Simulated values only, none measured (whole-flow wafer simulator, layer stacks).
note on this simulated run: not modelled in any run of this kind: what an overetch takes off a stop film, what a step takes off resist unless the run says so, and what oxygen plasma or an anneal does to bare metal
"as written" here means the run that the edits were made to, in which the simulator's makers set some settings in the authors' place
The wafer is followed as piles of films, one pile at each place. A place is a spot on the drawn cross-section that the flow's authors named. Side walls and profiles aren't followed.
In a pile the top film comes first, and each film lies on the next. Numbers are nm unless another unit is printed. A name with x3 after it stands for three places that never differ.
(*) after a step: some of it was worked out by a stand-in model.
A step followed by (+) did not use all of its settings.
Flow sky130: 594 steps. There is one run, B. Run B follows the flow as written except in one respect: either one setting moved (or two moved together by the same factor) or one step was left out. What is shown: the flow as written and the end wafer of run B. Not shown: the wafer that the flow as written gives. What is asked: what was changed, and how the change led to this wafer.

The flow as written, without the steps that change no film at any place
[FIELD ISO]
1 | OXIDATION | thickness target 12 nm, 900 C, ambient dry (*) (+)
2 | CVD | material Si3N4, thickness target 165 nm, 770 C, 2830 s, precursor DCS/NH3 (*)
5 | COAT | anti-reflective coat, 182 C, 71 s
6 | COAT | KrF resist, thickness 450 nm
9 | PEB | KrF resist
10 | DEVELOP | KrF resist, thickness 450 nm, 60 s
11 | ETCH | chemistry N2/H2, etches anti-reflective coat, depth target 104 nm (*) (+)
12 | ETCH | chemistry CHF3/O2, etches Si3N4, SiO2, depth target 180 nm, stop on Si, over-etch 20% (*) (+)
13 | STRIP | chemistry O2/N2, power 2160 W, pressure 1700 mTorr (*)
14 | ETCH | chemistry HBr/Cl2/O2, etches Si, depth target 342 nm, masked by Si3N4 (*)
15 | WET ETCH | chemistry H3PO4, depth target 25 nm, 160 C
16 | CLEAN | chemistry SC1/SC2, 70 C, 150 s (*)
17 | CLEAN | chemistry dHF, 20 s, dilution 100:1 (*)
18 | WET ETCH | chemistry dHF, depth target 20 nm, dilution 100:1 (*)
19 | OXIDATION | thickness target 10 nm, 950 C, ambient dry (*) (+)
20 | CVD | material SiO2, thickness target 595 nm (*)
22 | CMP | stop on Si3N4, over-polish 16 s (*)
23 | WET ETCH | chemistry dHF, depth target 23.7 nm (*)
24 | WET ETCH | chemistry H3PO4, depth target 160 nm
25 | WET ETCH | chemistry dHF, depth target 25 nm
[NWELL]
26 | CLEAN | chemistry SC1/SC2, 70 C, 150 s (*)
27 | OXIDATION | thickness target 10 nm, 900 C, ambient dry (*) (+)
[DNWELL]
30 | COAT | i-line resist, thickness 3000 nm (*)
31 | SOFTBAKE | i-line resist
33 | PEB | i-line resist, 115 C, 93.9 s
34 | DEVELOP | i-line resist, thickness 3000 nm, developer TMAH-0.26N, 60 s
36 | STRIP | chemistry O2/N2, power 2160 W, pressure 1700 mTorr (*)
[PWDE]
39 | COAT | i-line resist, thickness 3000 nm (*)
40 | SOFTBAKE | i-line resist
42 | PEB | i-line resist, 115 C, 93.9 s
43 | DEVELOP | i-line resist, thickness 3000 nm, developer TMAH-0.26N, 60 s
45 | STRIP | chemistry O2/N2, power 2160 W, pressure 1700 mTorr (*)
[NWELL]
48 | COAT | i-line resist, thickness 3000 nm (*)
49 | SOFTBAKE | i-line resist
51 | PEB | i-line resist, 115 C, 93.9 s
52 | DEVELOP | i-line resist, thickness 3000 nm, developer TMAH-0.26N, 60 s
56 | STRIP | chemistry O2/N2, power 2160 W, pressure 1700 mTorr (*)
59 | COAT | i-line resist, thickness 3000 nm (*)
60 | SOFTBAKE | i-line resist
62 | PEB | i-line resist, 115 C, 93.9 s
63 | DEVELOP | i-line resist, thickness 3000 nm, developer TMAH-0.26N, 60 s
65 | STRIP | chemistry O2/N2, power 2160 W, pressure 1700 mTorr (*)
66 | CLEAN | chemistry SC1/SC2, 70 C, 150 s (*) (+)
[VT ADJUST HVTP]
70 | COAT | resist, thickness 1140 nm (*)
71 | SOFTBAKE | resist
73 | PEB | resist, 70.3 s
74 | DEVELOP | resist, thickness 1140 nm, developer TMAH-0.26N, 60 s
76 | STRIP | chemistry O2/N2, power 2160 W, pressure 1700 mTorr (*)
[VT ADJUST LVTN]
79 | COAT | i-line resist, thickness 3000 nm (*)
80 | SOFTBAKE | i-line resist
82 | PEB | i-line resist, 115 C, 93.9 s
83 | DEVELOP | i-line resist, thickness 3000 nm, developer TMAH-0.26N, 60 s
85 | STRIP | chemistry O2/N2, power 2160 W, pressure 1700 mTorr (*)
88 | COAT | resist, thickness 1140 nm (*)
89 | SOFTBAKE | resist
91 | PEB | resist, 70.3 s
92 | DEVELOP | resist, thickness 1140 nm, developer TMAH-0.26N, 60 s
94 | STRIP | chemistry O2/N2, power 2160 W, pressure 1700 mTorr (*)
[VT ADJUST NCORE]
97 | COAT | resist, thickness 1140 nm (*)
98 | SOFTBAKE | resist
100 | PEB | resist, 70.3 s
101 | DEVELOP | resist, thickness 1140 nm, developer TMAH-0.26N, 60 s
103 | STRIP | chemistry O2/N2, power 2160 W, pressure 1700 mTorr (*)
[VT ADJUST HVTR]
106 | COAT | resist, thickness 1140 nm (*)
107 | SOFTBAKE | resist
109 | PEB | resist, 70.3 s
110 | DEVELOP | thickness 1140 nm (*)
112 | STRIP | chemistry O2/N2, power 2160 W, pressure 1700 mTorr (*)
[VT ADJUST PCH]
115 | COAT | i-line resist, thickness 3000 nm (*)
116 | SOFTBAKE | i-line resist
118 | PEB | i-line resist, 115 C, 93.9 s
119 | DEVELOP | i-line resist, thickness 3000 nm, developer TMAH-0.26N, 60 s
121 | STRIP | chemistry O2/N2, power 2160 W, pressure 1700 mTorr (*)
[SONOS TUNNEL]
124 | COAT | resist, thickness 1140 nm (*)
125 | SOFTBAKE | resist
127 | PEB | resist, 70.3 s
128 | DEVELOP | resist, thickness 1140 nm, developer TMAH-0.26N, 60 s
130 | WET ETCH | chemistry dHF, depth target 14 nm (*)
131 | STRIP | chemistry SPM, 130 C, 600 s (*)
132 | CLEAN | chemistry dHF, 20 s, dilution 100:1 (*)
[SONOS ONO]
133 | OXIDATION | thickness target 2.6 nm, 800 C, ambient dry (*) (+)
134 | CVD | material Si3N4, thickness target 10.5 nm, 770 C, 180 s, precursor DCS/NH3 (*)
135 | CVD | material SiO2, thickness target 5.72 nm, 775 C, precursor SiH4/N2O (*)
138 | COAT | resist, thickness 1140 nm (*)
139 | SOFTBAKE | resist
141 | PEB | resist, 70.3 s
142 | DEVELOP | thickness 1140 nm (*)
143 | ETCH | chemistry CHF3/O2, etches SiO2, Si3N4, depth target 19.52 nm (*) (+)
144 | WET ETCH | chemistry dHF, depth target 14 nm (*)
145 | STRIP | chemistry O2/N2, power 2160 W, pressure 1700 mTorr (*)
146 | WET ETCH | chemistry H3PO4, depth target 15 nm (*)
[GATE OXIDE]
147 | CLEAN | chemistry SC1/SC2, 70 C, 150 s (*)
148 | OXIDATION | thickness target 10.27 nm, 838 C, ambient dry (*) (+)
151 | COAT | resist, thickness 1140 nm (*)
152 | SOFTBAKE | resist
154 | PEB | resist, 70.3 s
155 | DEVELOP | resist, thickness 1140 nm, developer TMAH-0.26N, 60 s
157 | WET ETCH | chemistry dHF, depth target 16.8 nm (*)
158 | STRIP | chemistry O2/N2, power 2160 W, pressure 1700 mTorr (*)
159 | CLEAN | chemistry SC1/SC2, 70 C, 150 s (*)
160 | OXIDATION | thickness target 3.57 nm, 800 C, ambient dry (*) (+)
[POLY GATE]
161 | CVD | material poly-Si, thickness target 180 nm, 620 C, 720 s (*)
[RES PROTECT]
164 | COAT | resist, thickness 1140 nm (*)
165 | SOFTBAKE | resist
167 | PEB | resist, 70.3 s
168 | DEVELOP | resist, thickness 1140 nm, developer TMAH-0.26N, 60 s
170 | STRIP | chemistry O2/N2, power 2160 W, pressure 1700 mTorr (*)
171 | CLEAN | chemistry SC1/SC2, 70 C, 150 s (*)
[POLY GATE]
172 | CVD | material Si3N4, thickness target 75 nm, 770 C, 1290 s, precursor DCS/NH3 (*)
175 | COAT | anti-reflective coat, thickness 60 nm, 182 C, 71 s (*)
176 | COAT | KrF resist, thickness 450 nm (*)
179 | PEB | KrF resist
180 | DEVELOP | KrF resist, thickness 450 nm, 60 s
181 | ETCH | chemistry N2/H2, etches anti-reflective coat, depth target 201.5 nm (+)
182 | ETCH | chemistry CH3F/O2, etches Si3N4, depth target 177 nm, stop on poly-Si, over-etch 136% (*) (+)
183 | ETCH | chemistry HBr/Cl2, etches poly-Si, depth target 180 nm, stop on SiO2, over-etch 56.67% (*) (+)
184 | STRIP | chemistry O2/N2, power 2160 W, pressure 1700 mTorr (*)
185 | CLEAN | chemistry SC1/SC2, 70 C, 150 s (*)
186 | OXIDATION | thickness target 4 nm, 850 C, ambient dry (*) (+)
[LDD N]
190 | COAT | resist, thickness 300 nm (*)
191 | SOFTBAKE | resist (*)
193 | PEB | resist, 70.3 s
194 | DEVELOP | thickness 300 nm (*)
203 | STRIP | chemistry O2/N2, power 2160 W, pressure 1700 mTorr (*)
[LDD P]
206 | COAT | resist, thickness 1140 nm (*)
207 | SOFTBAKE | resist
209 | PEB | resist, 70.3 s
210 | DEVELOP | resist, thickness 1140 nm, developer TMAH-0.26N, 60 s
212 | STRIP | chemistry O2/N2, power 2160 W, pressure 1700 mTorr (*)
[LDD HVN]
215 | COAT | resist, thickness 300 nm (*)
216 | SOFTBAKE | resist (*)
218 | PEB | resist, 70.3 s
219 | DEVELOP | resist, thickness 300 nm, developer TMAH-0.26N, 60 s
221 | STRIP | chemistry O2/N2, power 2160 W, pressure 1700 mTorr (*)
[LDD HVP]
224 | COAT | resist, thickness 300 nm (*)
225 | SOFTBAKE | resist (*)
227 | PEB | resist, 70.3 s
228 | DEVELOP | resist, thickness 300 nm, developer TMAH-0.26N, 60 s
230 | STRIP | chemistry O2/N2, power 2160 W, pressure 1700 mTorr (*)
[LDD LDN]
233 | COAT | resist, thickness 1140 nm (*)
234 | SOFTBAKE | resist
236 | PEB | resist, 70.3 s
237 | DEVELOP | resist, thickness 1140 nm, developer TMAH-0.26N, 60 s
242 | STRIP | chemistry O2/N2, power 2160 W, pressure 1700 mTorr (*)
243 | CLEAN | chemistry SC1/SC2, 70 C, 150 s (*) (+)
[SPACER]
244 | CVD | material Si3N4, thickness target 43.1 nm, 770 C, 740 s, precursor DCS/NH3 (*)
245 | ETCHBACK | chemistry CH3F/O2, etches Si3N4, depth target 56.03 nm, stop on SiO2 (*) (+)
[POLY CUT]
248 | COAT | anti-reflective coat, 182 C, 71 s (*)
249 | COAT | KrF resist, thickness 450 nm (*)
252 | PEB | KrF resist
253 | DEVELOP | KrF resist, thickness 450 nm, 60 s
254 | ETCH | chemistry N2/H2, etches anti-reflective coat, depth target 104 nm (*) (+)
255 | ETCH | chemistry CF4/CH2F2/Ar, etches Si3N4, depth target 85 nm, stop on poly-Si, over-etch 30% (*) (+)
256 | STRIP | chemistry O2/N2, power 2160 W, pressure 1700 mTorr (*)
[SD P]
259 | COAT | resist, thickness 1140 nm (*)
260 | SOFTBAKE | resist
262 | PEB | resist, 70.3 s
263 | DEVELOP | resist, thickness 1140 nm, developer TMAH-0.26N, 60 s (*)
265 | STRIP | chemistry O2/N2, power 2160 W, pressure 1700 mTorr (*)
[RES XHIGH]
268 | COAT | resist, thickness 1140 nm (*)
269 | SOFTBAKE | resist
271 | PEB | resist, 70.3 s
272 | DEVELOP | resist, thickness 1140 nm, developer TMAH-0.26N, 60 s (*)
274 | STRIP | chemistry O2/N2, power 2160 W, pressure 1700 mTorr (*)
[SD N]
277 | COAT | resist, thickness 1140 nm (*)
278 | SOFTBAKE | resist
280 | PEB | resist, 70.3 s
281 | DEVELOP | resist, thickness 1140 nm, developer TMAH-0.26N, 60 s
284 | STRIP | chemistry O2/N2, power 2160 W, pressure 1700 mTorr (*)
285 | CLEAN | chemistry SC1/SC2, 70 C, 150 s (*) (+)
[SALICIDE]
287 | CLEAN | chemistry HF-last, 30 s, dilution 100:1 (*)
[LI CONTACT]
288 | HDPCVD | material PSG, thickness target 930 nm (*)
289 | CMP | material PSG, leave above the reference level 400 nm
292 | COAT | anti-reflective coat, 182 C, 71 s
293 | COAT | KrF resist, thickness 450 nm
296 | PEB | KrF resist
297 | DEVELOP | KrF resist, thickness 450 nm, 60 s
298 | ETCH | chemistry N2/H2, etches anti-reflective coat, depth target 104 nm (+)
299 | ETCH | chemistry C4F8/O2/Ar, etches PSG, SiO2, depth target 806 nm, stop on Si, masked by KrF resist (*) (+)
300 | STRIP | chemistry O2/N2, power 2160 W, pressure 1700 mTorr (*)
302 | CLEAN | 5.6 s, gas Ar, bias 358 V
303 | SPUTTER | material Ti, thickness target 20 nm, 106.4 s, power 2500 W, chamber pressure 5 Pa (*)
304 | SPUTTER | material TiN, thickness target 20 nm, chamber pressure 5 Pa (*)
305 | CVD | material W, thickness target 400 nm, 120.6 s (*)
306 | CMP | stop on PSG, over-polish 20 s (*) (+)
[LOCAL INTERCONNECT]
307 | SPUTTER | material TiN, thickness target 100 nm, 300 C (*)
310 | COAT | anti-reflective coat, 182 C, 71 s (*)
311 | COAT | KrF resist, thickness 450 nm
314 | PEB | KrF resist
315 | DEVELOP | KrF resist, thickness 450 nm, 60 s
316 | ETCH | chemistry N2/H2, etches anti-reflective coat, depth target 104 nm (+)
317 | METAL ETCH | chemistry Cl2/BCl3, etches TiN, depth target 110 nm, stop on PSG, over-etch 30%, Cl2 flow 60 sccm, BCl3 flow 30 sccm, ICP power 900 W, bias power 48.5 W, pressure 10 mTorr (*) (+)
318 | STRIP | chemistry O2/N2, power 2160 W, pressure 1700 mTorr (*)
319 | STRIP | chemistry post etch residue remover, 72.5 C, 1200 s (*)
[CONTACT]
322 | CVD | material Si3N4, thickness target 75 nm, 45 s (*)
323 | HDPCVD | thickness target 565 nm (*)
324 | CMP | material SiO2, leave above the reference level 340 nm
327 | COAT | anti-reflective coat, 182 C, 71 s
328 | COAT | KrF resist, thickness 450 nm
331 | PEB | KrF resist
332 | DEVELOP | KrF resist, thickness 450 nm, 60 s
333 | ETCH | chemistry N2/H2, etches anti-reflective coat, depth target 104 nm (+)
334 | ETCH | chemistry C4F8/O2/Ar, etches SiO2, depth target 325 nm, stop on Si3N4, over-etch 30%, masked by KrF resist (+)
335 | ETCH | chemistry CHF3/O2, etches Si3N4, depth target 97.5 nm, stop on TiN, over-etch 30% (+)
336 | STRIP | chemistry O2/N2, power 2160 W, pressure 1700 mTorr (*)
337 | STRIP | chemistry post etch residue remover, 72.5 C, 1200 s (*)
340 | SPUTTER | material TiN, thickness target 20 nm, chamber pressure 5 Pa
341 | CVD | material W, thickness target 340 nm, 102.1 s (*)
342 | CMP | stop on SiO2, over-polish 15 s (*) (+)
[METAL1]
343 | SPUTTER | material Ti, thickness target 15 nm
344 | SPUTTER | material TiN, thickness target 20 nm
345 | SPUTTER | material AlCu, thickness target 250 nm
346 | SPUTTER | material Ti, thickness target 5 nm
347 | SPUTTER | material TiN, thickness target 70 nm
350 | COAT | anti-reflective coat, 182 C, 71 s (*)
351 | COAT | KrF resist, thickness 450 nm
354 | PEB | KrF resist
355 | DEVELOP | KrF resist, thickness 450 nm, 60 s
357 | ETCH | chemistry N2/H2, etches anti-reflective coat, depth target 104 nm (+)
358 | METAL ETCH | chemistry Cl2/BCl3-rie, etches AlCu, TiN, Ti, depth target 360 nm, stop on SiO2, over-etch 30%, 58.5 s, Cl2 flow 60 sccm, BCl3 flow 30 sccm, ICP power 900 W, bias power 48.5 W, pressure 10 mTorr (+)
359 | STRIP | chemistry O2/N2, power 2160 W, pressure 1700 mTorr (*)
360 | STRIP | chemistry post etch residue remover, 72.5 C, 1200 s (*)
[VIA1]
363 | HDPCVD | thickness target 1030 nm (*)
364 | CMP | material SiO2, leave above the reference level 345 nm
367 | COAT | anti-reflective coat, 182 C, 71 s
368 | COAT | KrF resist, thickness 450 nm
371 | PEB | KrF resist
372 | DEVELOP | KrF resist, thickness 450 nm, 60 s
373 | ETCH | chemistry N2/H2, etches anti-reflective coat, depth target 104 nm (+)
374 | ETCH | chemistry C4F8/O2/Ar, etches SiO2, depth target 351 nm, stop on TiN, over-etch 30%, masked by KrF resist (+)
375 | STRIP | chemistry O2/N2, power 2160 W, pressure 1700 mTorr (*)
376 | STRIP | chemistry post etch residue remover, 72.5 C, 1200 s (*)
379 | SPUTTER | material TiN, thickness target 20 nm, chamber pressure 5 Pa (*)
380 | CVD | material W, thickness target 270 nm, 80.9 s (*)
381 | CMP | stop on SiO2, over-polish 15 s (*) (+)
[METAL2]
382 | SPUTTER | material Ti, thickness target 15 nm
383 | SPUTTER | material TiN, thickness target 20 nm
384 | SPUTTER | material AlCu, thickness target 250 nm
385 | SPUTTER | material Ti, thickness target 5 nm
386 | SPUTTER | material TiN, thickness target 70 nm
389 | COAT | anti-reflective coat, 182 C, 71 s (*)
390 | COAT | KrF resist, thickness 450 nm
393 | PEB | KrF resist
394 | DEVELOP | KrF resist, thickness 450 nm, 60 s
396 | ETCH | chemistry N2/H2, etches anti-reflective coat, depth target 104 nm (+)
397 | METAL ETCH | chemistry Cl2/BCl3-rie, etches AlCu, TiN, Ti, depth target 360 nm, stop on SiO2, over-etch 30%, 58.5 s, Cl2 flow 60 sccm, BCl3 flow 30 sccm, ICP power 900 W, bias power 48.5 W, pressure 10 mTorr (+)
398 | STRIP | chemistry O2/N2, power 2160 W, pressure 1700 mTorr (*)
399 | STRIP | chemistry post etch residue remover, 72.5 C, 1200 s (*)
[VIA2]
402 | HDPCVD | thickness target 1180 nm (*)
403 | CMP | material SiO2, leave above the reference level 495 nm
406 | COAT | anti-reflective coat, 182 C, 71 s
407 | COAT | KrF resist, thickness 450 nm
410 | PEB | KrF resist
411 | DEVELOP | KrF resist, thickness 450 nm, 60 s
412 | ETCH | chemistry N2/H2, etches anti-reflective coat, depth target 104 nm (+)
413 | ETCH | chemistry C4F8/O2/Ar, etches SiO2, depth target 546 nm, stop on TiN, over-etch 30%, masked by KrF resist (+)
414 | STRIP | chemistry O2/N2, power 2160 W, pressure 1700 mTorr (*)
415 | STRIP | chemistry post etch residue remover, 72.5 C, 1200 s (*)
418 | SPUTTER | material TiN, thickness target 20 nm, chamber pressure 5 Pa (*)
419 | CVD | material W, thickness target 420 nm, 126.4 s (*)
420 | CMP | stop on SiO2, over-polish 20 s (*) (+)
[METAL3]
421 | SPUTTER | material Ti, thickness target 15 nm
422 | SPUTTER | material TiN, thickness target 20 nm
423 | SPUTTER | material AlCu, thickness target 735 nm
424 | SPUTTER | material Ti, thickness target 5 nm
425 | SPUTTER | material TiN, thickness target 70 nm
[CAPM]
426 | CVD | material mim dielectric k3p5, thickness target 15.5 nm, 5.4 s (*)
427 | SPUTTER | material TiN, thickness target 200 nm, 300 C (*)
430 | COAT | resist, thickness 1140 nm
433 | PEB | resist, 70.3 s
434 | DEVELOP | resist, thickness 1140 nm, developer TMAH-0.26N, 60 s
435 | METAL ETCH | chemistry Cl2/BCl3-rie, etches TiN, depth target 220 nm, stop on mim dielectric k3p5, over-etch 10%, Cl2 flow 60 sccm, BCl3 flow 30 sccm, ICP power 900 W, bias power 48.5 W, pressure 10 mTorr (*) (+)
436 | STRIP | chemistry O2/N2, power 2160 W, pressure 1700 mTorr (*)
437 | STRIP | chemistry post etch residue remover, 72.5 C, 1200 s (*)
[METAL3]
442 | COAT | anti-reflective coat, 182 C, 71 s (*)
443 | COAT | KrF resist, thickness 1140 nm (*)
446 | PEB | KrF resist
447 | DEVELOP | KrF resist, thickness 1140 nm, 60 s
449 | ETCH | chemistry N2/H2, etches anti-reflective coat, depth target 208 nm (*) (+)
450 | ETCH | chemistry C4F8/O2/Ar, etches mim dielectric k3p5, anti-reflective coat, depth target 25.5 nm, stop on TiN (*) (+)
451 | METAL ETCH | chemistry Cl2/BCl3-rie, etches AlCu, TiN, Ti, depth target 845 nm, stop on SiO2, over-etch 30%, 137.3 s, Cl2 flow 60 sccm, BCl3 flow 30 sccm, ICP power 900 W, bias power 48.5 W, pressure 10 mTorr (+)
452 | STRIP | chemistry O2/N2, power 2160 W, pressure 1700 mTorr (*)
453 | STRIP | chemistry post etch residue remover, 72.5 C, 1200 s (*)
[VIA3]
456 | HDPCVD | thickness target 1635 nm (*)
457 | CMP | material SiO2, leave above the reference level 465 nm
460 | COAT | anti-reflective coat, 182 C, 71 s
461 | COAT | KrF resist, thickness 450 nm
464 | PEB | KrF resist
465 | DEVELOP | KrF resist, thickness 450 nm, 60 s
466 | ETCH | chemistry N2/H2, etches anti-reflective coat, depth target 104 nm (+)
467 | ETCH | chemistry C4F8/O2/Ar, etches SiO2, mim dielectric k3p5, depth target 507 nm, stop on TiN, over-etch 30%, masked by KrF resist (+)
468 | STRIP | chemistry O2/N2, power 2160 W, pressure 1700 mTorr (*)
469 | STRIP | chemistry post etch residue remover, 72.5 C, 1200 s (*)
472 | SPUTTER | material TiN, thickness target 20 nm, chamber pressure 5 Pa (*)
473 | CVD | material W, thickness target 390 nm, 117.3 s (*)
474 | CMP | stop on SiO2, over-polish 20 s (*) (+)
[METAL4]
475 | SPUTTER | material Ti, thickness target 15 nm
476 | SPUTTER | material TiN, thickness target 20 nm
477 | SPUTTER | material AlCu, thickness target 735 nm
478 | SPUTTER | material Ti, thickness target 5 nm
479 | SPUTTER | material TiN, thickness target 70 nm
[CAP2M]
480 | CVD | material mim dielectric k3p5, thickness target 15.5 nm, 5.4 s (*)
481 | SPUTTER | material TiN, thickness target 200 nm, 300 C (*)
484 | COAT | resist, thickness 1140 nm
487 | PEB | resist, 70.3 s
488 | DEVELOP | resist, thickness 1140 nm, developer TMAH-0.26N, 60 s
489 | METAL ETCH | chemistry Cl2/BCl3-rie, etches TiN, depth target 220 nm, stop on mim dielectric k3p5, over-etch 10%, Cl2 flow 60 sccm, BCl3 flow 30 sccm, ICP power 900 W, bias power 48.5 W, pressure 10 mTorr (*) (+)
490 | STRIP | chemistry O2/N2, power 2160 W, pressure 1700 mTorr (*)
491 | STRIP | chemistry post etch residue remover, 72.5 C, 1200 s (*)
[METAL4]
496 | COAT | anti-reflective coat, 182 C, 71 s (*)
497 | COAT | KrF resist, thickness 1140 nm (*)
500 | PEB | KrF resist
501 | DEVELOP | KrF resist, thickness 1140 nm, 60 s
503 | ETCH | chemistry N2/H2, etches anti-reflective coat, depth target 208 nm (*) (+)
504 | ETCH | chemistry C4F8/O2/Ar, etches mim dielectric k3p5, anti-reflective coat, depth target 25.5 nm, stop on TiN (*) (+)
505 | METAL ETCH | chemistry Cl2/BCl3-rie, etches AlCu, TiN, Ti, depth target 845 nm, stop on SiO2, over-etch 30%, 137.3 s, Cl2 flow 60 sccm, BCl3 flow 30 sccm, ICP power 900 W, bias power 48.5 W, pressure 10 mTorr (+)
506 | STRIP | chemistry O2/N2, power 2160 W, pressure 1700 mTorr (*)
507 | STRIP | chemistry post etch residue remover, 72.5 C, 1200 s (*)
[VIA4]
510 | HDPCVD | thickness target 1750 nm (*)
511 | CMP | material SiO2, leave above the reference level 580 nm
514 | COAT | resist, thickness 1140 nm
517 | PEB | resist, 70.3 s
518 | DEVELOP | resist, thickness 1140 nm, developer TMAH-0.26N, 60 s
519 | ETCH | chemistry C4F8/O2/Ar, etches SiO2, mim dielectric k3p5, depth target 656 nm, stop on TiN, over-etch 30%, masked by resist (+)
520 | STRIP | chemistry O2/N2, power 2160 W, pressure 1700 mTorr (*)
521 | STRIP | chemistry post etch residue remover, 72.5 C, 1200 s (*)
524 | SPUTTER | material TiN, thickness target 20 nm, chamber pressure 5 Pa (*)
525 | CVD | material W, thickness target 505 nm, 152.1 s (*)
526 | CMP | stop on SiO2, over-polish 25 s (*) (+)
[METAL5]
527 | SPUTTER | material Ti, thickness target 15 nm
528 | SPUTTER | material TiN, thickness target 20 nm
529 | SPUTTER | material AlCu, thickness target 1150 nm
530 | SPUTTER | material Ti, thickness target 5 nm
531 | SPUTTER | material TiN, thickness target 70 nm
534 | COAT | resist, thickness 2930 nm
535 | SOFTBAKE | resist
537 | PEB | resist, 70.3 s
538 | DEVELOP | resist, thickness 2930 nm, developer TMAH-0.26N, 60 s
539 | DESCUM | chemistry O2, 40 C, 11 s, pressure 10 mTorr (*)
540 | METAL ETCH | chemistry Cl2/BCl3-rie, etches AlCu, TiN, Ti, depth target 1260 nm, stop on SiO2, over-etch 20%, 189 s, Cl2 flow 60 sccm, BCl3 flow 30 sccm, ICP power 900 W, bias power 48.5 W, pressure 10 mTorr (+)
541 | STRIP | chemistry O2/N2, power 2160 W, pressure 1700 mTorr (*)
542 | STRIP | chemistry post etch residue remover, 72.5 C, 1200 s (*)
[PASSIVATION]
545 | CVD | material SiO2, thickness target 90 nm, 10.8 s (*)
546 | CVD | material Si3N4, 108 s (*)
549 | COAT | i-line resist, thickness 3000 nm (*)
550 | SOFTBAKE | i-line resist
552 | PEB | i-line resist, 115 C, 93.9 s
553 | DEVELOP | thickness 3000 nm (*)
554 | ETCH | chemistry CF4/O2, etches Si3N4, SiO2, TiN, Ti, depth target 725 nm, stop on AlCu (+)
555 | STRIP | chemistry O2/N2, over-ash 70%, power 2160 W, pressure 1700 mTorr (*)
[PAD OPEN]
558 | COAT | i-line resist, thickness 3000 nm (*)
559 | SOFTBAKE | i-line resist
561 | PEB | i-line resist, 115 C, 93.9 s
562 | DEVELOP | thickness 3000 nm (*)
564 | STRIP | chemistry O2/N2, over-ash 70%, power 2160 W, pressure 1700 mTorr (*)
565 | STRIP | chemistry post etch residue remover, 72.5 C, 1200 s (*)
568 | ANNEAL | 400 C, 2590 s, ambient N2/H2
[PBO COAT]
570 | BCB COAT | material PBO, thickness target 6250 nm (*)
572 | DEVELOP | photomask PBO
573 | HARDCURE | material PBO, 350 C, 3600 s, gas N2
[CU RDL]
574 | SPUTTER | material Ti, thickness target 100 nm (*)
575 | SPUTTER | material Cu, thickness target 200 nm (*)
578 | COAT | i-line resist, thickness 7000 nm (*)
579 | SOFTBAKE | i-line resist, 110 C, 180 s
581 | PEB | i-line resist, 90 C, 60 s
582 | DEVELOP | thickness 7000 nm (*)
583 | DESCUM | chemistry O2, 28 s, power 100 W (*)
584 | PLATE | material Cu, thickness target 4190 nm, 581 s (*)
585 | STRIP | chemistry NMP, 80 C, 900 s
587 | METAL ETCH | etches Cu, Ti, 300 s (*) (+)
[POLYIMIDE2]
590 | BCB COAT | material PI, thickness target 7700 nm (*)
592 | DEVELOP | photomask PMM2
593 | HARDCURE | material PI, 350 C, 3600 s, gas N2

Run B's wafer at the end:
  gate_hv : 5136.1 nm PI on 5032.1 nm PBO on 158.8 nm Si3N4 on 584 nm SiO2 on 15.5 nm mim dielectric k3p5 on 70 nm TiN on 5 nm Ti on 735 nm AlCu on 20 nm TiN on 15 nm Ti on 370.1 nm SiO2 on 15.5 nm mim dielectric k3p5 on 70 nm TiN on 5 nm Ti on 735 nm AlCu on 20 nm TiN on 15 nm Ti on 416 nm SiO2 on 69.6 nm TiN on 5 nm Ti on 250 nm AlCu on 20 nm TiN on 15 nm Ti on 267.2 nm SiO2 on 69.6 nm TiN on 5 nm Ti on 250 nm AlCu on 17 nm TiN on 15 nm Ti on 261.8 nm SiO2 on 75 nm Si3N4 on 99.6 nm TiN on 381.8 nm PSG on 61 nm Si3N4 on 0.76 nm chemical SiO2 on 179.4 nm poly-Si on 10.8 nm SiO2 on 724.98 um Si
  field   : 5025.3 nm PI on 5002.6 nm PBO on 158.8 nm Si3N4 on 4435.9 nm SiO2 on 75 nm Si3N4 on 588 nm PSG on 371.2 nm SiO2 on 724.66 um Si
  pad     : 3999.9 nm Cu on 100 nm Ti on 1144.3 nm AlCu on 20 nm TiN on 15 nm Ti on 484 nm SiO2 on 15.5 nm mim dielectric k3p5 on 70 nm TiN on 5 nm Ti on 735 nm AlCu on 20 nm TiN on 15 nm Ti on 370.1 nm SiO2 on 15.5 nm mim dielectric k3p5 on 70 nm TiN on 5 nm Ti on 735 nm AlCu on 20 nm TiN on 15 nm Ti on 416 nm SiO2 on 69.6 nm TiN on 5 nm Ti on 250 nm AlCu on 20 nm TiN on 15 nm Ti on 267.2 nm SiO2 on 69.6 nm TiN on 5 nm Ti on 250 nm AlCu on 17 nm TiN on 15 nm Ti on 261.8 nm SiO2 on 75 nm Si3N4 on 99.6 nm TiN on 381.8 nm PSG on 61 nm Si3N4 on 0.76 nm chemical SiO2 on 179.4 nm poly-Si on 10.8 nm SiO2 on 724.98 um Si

What caused this: step 344, SPUTTER: thickness target 17 nm was run, while the flow as written has thickness target 20 nm.
The wafer lets one read it off: gate_hv has TiN 17, and step 344 as written asks for 20 nm.

Step by step, how the change led to this:
  344 | SPUTTER | material TiN, thickness target 20 nm
      field, active, n_well and 188 more: TiN gains 17 (new film) (in the flow as written it would be: TiN gains 20 (new film))
  358 | METAL ETCH | chemistry Cl2/BCl3-rie, etches AlCu, TiN, Ti, depth target 360 nm, stop on SiO2, over-etch 30%, 58.5 s, Cl2 flow 60 sccm, BCl3 flow 30 sccm, ICP power 900 W, bias power 48.5 W, pressure 10 mTorr (+)
      field, active, gate and 81 more: TiN loses 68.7 (all of it), Ti loses 5 (all of it), AlCu loses 250 (all of it), TiN loses 17 (all of it), Ti loses 15 (all of it), SiO2 loses 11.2 (in the flow as written it would be: TiN loses 68.7 (all of it), Ti loses 5 (all of it), AlCu loses 250 (all of it), TiN loses 20 (all of it), Ti loses 15 (all of it), SiO2 loses 10.9)
